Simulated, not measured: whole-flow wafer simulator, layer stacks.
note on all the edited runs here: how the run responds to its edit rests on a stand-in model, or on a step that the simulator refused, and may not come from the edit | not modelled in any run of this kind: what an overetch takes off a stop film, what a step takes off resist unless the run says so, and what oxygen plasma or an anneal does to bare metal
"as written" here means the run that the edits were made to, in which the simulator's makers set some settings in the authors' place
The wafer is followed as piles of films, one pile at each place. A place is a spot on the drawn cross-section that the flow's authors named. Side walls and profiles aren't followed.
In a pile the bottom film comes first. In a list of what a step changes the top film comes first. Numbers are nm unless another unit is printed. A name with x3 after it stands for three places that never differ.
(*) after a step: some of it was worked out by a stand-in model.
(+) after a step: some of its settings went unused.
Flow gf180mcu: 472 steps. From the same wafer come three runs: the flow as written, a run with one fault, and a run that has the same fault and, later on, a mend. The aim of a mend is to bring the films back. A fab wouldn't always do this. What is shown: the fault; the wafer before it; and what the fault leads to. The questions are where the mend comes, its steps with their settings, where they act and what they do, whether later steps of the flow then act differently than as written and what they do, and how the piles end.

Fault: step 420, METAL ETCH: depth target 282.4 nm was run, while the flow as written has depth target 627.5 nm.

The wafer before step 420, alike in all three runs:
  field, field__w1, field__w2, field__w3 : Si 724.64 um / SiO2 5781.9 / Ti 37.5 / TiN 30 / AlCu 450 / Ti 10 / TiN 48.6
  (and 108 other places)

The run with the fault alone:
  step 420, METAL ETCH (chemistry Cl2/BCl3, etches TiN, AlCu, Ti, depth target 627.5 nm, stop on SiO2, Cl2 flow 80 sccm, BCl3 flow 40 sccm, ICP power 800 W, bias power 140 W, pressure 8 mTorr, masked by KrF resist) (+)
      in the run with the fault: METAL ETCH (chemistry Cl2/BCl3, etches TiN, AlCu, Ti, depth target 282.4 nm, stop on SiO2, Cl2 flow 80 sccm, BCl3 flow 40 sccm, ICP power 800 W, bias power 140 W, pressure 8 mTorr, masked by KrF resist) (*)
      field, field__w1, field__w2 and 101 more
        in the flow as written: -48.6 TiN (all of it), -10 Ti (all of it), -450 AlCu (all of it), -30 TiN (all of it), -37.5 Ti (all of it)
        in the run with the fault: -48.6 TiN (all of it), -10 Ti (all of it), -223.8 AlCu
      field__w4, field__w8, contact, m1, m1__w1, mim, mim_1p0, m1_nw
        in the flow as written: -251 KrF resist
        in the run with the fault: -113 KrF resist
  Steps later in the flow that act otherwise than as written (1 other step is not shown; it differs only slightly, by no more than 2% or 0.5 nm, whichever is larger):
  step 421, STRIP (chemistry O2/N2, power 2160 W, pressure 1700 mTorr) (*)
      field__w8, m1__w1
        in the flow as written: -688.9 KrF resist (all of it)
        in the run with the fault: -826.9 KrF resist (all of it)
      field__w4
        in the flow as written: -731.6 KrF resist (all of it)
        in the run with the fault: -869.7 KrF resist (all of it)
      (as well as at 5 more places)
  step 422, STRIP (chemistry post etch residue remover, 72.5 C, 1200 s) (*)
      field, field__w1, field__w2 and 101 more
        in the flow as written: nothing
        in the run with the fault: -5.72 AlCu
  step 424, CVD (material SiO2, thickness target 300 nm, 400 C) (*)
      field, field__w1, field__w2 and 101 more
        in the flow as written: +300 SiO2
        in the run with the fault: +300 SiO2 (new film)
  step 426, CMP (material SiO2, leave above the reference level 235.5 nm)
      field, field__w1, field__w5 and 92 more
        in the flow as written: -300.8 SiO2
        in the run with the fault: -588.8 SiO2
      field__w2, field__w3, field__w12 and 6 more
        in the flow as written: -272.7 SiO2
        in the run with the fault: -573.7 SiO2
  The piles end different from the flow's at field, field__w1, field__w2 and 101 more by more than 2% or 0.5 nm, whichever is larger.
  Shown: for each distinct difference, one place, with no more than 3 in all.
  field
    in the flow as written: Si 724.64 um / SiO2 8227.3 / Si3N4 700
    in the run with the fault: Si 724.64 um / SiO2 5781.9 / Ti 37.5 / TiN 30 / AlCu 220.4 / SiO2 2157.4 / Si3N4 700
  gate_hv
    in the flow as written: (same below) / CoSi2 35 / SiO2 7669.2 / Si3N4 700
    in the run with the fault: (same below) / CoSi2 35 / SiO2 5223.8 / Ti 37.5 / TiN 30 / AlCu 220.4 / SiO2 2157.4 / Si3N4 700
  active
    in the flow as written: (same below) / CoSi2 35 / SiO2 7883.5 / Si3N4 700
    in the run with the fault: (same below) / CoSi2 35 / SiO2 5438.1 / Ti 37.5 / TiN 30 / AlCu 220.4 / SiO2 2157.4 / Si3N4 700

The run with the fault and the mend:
  After step 420 comes the mend.
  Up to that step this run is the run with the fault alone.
  step 420a, METAL ETCH (chemistry Cl2/BCl3, etches TiN, AlCu, Ti, depth target 345.1 nm, stop on SiO2, Cl2 flow 80 sccm, BCl3 flow 40 sccm, ICP power 800 W, bias power 140 W, pressure 8 mTorr, masked by KrF resist) (+) (the flow's step 420 again, with other settings)
      field, field__w1, field__w2 and 101 more
        -226.2 AlCu (all of it), -30 TiN (all of it), -37.5 Ti (all of it)
      field__w4, field__w8, contact, m1, m1__w1, mim, mim_1p0, m1_nw
        -138 KrF resist
  Later steps of the flow that are run all act as written at every place that is followed.
  The piles end the same as the flow's at every place that both follow.
